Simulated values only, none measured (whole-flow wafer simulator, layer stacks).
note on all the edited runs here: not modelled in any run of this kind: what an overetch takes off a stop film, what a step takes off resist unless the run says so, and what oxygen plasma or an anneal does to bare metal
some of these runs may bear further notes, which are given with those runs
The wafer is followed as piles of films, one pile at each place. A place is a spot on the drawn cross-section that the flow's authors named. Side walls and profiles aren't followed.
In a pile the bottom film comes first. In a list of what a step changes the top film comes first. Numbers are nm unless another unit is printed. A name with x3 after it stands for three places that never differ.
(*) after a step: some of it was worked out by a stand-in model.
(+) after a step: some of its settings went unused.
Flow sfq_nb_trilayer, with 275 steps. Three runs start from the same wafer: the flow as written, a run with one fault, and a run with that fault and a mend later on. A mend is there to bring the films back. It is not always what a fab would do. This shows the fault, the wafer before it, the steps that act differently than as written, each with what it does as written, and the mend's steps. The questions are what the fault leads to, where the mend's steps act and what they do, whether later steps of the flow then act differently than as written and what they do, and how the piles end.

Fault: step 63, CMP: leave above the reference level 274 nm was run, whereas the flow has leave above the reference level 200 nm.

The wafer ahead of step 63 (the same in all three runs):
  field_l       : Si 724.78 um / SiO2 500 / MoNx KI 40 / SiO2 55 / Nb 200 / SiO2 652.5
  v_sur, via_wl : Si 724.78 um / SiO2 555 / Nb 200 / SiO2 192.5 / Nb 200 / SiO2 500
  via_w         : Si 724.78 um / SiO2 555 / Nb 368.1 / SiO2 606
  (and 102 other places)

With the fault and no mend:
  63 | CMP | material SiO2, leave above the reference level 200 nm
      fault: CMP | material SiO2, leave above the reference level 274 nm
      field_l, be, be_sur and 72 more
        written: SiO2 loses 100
        fault: SiO2 loses 26
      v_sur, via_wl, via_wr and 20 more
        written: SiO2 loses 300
        fault: SiO2 loses 226
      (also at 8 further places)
  Later steps of the flow acting differently than as written (not shown: 4 more steps that differ only slightly, by at most 2% or 0.5 nm, whichever is larger):
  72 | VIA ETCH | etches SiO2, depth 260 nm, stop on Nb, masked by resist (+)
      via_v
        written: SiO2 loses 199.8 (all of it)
        fault: SiO2 loses 260
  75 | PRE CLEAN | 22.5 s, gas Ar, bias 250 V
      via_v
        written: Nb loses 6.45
        fault: SiO2 loses 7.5
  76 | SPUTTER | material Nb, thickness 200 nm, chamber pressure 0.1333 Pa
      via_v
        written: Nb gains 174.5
        fault: Nb gains 163.1 (new film)
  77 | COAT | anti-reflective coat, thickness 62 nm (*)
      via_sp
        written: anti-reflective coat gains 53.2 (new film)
        fault: anti-reflective coat gains 51.9 (new film)
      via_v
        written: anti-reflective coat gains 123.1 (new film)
        fault: anti-reflective coat gains 136.1 (new film)
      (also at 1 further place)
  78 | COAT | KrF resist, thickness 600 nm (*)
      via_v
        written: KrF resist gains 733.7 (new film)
        fault: KrF resist gains 783.4 (new film)
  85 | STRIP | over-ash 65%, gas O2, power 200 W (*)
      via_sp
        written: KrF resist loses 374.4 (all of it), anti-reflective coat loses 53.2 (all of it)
        fault: KrF resist loses 370.4 (all of it), anti-reflective coat loses 51.9 (all of it)
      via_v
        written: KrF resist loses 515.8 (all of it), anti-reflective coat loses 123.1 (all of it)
        fault: KrF resist loses 565.3 (all of it), anti-reflective coat loses 136.1 (all of it)
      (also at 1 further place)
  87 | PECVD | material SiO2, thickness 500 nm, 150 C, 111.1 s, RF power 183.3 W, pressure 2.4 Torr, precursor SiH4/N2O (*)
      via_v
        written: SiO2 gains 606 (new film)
        fault: SiO2 gains 678.7 (new film)
  The piles end different from the flow's at field_l, v_sur, via_wl and 103 more by more than 2% or 0.5 nm, whichever is larger.
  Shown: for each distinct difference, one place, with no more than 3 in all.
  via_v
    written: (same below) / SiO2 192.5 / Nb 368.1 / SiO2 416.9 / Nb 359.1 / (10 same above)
    fault: (same below) / SiO2 192.5 / Nb 200 / SiO2 6.34 / Nb 163.1 / SiO2 489.6 / Nb 359.1 / (10 same above)
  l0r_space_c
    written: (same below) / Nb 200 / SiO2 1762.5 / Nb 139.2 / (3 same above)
    fault: (same below) / Nb 200 / SiO2 1836.5 / Nb 139.2 / (3 same above)
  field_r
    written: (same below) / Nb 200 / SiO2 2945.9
    fault: (same below) / Nb 200 / SiO2 3019.9

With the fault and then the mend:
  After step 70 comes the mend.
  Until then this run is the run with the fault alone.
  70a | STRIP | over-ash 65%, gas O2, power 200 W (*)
      field_l, v_sur, via_wl and 102 more
        KrF resist loses 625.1 (all of it), anti-reflective coat loses 62 (all of it)
      via_v
        anti-reflective coat loses 62 (all of it)
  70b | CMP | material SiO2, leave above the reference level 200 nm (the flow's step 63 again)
      field_l, v_sur, via_wl and 103 more
        SiO2 loses 74
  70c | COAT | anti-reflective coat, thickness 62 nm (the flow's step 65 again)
      field_l, v_sur, via_wl and 103 more
        anti-reflective coat gains 62 (new film)
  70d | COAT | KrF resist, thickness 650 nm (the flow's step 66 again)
      field_l, v_sur, via_wl and 103 more
        KrF resist gains 650 (new film)
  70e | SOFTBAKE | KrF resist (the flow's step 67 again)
      does not change any film at any place that is followed
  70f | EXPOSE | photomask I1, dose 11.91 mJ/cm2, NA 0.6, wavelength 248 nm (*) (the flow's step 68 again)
      does not change any film at any place that is followed
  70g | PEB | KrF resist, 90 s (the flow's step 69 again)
      field_l, v_sur, via_wl and 103 more
        KrF resist loses 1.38
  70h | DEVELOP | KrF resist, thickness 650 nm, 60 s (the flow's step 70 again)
      field_l, v_sur, via_wl and 102 more
        KrF resist loses 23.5
      via_v
        KrF resist loses 648.6 (all of it)
  Every later step of the flow that is run acts as written at every place that is followed.
  The piles end the same as the flow's at every place that both follow.
